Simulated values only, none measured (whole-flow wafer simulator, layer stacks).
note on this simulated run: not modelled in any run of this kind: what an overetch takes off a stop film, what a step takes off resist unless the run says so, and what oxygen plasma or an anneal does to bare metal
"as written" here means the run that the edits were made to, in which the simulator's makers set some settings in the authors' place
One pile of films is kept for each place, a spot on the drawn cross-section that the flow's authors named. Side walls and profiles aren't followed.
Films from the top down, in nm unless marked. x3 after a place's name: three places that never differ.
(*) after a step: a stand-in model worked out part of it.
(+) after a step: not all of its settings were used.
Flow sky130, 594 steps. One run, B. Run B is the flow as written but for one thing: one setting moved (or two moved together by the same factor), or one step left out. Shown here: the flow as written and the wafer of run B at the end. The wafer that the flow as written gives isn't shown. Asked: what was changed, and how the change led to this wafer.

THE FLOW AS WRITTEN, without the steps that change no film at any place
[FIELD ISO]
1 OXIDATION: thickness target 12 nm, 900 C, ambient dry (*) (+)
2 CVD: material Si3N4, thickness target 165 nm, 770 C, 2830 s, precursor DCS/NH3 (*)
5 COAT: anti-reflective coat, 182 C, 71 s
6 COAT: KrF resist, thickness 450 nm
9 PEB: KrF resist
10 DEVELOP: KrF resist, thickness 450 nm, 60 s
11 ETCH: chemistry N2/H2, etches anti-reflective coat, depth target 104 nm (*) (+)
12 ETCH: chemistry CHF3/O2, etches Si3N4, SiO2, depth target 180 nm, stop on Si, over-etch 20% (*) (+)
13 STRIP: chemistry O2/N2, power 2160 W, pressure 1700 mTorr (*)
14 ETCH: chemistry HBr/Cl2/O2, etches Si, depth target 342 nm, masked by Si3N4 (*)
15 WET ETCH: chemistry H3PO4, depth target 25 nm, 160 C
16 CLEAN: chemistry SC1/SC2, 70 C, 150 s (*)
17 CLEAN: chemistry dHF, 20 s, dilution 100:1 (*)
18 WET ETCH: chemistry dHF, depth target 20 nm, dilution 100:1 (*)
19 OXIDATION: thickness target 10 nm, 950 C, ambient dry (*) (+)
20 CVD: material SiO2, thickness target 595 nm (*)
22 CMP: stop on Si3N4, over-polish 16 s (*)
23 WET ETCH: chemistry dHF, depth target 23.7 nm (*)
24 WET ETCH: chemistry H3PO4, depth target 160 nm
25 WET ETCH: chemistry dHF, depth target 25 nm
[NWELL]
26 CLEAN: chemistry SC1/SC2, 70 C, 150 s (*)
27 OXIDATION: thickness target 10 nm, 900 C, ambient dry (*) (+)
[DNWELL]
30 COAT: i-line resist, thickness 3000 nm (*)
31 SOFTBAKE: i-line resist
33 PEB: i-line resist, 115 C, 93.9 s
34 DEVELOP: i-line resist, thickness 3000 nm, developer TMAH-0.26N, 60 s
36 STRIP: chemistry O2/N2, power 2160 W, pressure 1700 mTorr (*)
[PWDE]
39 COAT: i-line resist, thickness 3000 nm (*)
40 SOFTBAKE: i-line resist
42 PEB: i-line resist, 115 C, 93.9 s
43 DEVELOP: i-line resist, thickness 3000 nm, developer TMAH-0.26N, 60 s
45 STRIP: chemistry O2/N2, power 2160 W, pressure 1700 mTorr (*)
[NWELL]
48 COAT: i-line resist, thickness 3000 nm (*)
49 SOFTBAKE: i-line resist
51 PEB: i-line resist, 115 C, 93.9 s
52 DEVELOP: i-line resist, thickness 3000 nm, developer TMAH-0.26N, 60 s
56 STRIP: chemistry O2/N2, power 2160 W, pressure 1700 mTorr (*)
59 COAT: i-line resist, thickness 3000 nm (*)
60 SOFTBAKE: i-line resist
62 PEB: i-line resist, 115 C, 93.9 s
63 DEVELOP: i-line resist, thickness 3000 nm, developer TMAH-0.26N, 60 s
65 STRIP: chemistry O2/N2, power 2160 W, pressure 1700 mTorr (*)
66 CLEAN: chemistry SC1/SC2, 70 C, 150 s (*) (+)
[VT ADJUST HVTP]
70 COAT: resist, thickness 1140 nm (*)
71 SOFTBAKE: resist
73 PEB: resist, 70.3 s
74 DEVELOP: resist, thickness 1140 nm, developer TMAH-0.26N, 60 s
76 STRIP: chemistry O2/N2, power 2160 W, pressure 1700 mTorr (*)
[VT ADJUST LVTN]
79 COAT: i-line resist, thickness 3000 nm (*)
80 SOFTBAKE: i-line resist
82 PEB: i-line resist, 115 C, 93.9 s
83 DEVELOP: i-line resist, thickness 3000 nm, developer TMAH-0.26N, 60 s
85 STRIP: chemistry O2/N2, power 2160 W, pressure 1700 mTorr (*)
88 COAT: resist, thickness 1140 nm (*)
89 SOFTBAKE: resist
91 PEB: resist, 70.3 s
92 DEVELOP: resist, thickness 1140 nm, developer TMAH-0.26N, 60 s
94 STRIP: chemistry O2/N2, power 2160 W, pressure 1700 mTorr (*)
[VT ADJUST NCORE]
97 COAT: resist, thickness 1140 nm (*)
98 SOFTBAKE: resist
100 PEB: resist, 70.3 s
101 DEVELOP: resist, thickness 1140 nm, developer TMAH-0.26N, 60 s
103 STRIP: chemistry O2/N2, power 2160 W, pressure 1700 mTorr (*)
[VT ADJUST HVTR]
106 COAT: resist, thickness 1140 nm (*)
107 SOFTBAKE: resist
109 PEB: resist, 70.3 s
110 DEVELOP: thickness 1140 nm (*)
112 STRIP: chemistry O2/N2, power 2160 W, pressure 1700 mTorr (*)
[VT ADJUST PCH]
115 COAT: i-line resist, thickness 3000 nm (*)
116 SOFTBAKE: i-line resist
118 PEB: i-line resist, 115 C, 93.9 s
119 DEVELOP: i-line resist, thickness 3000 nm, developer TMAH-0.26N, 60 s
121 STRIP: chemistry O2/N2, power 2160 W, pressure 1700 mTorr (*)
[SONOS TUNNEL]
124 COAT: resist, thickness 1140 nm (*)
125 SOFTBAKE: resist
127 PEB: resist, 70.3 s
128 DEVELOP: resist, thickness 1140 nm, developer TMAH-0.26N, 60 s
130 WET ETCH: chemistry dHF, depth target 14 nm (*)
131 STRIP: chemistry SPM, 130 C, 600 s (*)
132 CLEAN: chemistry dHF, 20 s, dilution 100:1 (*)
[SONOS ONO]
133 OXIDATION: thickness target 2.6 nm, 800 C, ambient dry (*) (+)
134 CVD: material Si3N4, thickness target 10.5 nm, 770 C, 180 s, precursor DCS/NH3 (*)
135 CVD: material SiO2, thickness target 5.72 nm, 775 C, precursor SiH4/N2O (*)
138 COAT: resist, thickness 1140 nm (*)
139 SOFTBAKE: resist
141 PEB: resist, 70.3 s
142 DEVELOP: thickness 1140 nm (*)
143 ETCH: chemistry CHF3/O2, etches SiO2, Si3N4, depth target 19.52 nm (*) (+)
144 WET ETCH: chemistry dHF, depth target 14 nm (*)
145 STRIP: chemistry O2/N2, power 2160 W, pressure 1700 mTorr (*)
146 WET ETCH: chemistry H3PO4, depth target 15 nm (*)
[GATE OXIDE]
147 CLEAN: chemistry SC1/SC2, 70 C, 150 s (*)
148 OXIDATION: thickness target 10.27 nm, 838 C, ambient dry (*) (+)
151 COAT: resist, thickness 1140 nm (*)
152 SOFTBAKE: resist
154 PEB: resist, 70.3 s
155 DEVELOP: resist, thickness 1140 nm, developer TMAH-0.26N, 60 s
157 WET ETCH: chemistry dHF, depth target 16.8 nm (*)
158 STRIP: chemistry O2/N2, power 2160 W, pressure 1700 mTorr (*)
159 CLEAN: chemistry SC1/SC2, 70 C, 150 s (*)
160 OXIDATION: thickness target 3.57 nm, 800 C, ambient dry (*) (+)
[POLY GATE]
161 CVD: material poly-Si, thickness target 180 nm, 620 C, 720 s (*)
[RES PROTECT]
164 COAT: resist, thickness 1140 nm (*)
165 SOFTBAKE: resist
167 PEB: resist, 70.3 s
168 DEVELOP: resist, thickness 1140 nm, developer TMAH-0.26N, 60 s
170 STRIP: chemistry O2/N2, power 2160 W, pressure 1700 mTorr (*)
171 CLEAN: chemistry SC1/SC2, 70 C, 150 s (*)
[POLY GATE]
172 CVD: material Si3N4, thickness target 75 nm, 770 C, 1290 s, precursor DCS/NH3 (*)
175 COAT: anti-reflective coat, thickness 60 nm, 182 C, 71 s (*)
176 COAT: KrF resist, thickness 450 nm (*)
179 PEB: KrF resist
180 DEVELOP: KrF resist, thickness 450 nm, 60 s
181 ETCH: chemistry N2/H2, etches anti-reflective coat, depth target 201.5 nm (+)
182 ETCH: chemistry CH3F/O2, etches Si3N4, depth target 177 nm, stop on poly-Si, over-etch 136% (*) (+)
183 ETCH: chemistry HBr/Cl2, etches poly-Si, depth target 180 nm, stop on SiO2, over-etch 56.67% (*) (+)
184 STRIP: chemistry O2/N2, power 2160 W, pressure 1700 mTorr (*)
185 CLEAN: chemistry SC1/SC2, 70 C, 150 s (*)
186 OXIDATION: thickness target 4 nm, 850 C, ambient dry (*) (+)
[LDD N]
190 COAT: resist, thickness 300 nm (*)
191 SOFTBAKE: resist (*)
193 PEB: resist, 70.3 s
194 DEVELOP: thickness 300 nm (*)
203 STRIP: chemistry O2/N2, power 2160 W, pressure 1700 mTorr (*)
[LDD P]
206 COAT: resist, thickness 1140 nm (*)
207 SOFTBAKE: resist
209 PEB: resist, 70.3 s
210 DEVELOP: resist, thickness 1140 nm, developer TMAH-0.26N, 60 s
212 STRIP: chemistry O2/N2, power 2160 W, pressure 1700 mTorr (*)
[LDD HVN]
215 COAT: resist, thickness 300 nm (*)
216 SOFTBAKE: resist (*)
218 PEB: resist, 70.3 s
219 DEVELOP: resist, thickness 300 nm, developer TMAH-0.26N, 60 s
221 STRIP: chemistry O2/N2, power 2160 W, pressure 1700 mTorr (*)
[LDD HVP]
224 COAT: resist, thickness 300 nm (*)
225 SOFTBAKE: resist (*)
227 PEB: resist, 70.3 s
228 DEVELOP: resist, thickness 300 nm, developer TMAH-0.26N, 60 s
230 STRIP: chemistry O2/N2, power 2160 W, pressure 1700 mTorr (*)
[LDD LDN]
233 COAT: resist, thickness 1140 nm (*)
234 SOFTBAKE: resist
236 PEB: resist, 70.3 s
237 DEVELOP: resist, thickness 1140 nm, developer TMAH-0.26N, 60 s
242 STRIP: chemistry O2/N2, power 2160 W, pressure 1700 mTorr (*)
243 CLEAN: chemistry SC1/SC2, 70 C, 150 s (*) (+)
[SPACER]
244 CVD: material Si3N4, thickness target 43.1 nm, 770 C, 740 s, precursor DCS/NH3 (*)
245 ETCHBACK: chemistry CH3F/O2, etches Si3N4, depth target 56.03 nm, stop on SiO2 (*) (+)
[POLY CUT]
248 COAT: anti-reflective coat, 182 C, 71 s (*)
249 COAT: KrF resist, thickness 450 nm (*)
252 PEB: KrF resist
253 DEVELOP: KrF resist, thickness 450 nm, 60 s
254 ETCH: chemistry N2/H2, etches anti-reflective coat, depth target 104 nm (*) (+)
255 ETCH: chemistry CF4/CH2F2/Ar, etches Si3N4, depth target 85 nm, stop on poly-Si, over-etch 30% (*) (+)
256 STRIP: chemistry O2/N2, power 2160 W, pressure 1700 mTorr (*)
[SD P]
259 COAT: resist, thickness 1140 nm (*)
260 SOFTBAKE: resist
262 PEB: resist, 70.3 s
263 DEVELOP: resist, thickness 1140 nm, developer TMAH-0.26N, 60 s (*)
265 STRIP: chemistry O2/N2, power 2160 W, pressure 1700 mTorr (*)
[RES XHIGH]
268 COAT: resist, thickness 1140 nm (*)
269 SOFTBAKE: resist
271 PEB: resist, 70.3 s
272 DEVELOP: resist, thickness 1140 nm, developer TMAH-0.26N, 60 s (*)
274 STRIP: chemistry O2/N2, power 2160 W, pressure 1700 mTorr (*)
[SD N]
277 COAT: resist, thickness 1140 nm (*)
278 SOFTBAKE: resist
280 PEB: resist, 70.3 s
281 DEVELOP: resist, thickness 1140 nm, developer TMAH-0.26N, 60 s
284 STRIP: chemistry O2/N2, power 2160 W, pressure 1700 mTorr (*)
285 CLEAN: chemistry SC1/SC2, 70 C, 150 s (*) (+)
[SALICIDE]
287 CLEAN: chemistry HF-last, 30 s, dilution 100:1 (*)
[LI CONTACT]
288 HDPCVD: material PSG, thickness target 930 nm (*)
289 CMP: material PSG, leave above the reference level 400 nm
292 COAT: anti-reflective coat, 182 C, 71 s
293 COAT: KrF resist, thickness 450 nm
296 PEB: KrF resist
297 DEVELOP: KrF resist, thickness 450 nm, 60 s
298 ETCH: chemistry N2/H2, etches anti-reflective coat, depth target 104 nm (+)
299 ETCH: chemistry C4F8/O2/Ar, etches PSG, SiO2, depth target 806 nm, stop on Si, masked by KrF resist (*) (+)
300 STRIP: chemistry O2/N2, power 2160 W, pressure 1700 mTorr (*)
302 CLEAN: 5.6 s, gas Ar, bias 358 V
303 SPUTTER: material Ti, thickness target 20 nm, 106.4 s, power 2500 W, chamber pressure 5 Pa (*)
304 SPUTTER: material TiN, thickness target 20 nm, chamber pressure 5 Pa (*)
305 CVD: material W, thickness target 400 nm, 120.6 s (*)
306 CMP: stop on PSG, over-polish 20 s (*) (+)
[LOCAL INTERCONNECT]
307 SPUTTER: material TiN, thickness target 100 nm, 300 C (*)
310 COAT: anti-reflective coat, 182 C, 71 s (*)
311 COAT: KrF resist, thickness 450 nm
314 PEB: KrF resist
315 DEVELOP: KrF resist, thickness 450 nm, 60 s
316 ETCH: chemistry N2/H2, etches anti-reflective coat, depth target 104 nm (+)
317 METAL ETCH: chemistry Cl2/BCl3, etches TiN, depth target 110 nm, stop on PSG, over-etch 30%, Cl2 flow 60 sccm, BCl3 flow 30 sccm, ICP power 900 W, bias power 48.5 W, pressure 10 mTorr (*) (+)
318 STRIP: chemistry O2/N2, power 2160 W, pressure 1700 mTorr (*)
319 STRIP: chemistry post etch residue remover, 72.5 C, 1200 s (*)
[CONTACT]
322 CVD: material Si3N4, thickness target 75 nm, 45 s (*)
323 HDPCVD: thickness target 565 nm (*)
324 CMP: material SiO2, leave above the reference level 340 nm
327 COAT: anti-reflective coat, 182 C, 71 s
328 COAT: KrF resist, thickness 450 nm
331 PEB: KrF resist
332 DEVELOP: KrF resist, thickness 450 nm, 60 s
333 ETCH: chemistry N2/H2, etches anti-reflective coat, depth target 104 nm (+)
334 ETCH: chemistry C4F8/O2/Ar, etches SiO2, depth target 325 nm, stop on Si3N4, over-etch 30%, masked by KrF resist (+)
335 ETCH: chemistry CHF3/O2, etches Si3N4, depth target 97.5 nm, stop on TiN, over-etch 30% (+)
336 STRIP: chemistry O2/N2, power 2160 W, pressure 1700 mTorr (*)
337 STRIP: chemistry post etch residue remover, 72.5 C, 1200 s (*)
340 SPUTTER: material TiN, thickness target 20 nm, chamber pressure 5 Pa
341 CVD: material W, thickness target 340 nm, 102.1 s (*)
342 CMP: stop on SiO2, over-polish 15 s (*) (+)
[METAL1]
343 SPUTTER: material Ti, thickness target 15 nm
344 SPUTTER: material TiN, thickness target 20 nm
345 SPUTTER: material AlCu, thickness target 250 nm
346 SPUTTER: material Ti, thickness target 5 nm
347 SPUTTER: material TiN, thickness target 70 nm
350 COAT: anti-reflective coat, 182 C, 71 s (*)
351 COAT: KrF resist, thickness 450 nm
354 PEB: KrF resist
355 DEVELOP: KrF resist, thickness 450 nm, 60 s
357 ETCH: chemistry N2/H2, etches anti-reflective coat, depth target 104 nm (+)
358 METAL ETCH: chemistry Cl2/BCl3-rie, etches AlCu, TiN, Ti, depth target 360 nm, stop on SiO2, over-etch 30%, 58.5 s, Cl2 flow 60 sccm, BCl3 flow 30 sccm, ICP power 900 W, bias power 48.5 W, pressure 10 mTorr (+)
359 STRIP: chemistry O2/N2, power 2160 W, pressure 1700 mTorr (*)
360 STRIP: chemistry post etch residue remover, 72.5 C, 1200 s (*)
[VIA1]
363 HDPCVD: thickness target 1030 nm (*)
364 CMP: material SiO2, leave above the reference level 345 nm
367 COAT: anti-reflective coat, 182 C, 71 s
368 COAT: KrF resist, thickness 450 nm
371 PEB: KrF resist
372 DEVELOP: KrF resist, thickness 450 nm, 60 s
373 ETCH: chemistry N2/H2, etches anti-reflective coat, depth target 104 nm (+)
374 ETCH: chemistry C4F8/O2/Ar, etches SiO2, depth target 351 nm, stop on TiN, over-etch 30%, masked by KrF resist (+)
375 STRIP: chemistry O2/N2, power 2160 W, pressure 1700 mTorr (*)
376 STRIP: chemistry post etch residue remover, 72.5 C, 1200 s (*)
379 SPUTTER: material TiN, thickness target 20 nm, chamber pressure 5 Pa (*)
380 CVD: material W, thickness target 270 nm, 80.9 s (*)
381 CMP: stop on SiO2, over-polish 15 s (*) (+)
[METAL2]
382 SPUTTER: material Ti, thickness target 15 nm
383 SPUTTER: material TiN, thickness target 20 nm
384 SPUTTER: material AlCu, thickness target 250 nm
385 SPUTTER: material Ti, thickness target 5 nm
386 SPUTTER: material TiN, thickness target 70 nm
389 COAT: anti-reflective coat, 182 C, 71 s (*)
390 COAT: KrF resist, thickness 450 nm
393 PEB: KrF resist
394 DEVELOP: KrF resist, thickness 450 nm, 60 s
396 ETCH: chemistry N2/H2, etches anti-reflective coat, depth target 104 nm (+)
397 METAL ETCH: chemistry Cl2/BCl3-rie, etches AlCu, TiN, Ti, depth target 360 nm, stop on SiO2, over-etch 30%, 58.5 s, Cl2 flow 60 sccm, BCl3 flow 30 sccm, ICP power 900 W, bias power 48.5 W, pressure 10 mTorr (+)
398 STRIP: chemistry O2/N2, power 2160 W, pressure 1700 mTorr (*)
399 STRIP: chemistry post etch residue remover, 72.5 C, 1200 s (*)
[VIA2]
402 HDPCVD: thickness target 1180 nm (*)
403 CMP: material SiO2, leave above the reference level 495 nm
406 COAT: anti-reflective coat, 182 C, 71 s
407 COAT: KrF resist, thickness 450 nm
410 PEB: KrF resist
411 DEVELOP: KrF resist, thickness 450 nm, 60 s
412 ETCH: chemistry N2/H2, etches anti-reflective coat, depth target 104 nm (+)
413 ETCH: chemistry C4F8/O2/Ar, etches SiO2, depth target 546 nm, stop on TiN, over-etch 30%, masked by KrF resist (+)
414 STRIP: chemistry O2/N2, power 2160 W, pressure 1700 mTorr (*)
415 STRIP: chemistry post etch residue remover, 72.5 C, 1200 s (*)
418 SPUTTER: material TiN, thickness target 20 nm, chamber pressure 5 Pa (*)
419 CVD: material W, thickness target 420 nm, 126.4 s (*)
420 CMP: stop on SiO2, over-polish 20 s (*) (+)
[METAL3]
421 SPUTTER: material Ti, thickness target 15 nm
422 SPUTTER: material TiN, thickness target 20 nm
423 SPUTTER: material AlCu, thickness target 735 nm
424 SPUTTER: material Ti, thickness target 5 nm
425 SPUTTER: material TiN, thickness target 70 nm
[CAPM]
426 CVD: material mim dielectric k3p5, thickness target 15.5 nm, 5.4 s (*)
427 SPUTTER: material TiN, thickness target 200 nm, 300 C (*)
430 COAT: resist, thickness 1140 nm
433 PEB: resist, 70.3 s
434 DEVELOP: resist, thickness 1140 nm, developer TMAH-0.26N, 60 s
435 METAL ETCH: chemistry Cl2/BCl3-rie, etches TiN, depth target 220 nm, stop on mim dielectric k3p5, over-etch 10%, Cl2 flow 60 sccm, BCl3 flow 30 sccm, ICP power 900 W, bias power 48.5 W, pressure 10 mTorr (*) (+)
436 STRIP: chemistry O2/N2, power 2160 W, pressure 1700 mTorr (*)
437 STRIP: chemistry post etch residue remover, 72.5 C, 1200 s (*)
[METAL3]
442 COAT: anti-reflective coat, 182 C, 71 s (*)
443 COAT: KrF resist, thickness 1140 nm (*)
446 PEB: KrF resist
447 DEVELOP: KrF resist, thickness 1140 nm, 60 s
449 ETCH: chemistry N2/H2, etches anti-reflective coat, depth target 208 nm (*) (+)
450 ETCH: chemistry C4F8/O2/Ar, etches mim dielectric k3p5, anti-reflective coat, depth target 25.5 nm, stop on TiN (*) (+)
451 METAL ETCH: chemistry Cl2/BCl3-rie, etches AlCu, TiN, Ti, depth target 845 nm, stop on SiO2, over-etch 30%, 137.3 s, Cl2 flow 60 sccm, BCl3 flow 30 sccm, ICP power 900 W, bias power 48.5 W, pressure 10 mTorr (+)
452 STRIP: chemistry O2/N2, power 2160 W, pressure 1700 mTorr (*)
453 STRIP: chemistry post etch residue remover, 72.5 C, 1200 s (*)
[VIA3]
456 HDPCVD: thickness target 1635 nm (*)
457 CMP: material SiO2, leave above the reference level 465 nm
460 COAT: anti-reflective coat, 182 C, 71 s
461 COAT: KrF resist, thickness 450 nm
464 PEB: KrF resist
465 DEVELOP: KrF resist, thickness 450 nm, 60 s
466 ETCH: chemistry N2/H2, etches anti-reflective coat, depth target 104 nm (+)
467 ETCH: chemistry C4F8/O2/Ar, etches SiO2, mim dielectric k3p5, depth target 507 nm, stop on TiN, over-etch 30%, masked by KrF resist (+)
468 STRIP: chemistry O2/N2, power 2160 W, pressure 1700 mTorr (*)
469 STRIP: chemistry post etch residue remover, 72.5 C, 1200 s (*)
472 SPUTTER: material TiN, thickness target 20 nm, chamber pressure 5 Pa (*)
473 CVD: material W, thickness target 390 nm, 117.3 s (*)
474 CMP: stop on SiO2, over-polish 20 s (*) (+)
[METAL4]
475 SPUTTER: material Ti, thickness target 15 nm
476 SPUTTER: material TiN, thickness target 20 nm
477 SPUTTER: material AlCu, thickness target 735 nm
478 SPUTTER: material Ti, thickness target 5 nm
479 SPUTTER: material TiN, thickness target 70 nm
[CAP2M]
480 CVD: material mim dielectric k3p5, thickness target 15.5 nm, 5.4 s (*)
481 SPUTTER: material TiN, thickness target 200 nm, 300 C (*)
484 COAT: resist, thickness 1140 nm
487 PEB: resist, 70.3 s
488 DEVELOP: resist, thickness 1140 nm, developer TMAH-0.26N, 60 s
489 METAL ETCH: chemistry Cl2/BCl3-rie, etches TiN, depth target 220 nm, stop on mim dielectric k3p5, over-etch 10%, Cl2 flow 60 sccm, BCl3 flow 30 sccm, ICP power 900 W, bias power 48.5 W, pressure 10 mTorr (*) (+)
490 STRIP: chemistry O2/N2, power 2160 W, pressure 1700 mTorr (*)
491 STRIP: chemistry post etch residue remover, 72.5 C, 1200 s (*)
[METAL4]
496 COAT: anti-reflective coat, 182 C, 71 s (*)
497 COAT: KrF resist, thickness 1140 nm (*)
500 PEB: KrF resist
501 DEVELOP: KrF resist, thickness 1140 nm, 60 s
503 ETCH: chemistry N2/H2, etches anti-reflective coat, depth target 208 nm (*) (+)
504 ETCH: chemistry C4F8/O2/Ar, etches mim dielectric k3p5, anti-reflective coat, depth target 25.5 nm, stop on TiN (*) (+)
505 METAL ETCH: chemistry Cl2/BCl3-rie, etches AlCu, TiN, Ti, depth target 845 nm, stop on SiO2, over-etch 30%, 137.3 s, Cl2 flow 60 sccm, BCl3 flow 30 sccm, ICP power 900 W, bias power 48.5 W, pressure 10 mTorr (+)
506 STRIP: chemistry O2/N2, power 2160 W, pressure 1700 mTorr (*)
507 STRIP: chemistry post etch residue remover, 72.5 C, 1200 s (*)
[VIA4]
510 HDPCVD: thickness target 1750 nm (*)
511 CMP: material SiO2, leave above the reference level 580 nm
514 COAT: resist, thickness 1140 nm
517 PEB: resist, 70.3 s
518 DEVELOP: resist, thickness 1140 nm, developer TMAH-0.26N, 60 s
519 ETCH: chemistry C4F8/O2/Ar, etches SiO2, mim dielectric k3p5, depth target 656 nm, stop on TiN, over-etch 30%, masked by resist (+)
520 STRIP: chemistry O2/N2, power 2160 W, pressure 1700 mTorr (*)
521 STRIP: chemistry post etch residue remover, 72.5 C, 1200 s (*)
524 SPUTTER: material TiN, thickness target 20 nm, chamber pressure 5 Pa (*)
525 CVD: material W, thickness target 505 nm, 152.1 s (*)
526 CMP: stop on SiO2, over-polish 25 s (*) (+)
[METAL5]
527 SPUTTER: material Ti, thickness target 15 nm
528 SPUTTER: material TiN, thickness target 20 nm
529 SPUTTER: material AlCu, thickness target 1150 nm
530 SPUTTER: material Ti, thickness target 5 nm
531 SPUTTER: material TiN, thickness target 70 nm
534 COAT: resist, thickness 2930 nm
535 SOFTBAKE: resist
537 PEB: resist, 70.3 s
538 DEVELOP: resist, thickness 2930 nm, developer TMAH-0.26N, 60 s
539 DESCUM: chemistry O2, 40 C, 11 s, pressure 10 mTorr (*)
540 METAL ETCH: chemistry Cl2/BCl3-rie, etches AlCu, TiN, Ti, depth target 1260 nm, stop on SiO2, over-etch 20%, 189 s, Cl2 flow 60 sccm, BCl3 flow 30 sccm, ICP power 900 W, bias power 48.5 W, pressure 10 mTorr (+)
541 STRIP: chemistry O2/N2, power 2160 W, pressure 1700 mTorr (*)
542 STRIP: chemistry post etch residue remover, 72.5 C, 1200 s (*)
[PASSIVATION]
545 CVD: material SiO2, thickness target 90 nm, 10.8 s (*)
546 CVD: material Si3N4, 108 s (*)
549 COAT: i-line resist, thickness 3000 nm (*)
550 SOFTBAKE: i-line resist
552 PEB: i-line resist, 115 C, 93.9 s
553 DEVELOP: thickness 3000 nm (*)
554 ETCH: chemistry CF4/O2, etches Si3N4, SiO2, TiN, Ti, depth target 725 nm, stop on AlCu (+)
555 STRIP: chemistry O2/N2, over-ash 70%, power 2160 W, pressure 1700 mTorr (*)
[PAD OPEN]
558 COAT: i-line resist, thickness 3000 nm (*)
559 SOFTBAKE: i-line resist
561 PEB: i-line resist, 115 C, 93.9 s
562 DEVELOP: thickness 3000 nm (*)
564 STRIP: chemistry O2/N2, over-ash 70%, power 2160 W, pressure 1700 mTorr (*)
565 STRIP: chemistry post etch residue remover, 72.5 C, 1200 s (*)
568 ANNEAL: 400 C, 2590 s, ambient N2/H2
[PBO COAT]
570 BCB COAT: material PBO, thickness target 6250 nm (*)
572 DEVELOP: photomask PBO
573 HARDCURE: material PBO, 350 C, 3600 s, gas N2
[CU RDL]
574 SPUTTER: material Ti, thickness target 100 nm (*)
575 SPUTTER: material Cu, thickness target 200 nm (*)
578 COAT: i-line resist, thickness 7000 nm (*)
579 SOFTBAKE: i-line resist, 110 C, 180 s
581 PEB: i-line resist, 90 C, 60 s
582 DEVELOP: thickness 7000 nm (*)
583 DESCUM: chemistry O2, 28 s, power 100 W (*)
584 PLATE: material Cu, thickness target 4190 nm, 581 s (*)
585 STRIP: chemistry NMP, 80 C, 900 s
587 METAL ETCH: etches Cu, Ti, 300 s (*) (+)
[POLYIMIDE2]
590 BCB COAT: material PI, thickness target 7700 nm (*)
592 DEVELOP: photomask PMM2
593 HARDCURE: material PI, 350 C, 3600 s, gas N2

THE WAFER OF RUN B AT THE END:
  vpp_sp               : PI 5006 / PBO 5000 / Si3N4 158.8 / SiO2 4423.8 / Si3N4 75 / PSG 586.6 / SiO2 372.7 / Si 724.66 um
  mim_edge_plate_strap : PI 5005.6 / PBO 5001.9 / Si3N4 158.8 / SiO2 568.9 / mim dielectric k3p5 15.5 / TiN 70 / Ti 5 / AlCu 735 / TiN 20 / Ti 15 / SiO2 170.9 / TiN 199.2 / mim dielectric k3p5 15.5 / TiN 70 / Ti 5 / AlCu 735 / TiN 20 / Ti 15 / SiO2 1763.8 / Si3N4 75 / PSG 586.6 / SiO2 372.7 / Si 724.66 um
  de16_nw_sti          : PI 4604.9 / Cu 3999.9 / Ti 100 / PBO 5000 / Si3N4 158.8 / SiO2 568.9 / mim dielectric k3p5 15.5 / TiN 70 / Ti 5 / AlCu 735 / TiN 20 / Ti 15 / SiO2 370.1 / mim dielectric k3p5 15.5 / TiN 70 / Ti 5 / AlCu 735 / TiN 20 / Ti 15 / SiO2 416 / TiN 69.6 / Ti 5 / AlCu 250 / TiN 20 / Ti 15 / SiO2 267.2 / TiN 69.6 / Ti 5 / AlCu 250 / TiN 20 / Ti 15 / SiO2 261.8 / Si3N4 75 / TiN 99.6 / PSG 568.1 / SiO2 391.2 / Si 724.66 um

The cause: step 540, METAL ETCH: depth target 1386 nm was run, where the flow has depth target 1260 nm; step 540, METAL ETCH: 208 s was run, where the flow has 189 s.

How the change led to this, step by step:
  540 METAL ETCH: chemistry Cl2/BCl3-rie, etches AlCu, TiN, Ti, depth target 1260 nm, stop on SiO2, over-etch 20%, 189 s, Cl2 flow 60 sccm, BCl3 flow 30 sccm, ICP power 900 W, bias power 48.5 W, pressure 10 mTorr (+)
      field, active, gate and 175 more: TiN -70 (all of it), Ti -5 (all of it), AlCu -1150 (all of it), TiN -20 (all of it), Ti -15 (all of it), SiO2 -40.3 (as written it would be: TiN -70 (all of it), Ti -5 (all of it), AlCu -1150 (all of it), TiN -20 (all of it), Ti -15 (all of it), SiO2 -25.2)
      n_well, p_well, sd_n and 12 more: resist -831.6 (as written it would be: resist -756)
  541 STRIP: chemistry O2/N2, power 2160 W, pressure 1700 mTorr (*)
      n_well, p_well, sd_n and 9 more: resist -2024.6 (all of it) (as written it would be: resist -2100.2 (all of it))
      m1, via4_hole: resist -2026.7 (all of it) (as written it would be: resist -2102.3 (all of it))
      (and at 1 more place)
  550 SOFTBAKE: i-line resist
      nwell_res: i-line resist -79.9 (as written it would be: i-line resist -78.3)
      dnw_fox: i-line resist +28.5 (as written it would be: i-line resist +27.9)
      (and at 1 more place)
  559 SOFTBAKE: i-line resist
      nwell_res: i-line resist -79.9 (as written it would be: i-line resist -78.3)
      dnw_fox: i-line resist +28.5 (as written it would be: i-line resist +27.9)
      (and at 1 more place)
  578 COAT: i-line resist, thickness 7000 nm (*)
      pad: i-line resist +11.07 um (new film) (as written it would be: i-line resist +11.08 um (new film))
  582 DEVELOP: thickness 7000 nm (*)
      pad: i-line resist -11.07 um (all of it) (as written it would be: i-line resist -11.08 um (all of it))
